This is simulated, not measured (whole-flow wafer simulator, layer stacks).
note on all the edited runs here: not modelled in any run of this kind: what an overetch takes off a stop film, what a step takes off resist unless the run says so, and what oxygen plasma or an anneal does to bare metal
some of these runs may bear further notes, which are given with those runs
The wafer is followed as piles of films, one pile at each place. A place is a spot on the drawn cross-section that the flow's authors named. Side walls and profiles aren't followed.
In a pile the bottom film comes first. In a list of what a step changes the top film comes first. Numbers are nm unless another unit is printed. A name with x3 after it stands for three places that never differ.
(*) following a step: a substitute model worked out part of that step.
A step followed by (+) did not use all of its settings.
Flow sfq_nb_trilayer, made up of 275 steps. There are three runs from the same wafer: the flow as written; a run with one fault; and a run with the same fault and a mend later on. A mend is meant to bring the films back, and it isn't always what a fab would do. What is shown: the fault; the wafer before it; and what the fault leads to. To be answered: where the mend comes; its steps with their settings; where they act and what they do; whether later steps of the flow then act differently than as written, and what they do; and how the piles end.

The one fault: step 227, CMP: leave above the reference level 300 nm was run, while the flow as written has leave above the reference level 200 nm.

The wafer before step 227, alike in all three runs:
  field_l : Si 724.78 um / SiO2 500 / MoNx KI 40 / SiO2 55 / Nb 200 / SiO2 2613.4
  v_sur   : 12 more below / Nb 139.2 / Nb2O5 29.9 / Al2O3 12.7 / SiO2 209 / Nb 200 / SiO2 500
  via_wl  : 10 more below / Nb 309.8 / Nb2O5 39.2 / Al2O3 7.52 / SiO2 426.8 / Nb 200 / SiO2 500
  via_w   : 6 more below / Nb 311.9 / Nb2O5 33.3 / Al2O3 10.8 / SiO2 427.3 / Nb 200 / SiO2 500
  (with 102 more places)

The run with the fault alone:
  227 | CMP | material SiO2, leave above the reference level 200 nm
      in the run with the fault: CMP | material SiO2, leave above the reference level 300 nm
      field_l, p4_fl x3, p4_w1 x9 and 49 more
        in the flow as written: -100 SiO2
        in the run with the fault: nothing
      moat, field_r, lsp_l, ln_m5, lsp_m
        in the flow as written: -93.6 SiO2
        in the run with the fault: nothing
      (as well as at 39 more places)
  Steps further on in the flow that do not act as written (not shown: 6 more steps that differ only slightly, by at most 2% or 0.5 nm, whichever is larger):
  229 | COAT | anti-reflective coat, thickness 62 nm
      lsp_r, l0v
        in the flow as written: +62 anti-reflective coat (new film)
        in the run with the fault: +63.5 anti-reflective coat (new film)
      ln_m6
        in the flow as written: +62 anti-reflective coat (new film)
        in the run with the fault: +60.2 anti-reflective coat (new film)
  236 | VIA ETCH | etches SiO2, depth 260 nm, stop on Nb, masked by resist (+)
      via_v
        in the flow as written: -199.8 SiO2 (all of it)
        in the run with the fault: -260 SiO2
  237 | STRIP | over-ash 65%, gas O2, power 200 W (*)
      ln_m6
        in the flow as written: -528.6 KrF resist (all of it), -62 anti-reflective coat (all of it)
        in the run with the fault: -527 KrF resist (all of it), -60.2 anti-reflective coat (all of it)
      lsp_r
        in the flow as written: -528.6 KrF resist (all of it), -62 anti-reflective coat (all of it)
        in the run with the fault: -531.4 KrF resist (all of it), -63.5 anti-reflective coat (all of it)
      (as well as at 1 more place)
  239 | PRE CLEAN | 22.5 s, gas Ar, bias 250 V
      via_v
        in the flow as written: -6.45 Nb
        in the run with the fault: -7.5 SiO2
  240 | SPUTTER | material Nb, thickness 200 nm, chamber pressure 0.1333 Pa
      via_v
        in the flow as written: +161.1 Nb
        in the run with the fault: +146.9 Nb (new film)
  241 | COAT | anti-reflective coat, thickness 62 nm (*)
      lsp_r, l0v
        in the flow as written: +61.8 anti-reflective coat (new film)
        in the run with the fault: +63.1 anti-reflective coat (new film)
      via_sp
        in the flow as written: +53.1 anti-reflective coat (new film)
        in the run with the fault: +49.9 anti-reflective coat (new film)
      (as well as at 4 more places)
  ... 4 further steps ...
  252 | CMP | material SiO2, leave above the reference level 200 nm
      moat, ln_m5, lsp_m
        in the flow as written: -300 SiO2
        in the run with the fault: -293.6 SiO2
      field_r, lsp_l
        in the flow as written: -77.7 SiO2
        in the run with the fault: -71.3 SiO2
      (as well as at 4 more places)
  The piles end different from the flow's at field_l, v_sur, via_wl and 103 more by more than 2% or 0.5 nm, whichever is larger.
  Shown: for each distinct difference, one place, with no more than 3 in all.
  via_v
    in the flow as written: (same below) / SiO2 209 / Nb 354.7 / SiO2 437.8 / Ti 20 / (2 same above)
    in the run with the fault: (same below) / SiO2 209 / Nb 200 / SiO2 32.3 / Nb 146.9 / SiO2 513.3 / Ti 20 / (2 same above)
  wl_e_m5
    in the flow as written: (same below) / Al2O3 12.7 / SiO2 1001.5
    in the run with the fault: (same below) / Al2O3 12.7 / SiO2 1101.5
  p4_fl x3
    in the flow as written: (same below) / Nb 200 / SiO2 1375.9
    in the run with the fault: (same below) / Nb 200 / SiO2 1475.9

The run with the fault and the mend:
  After step 228 comes the mend.
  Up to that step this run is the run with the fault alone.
  228a | CMP | material SiO2, leave above the reference level 200 nm (the flow's step 227 again)
      field_l, v_sur, via_wl and 95 more
        -100 SiO2
      moat, field_r, lsp_l, ln_m5, lsp_m
        -93.6 SiO2
      lsp_r, l0_sur, l0v
        -91.9 SiO2
  Every later step of the flow that is run acts as written at every place that is followed.
  The piles end the same as the flow's at every place that both follow.
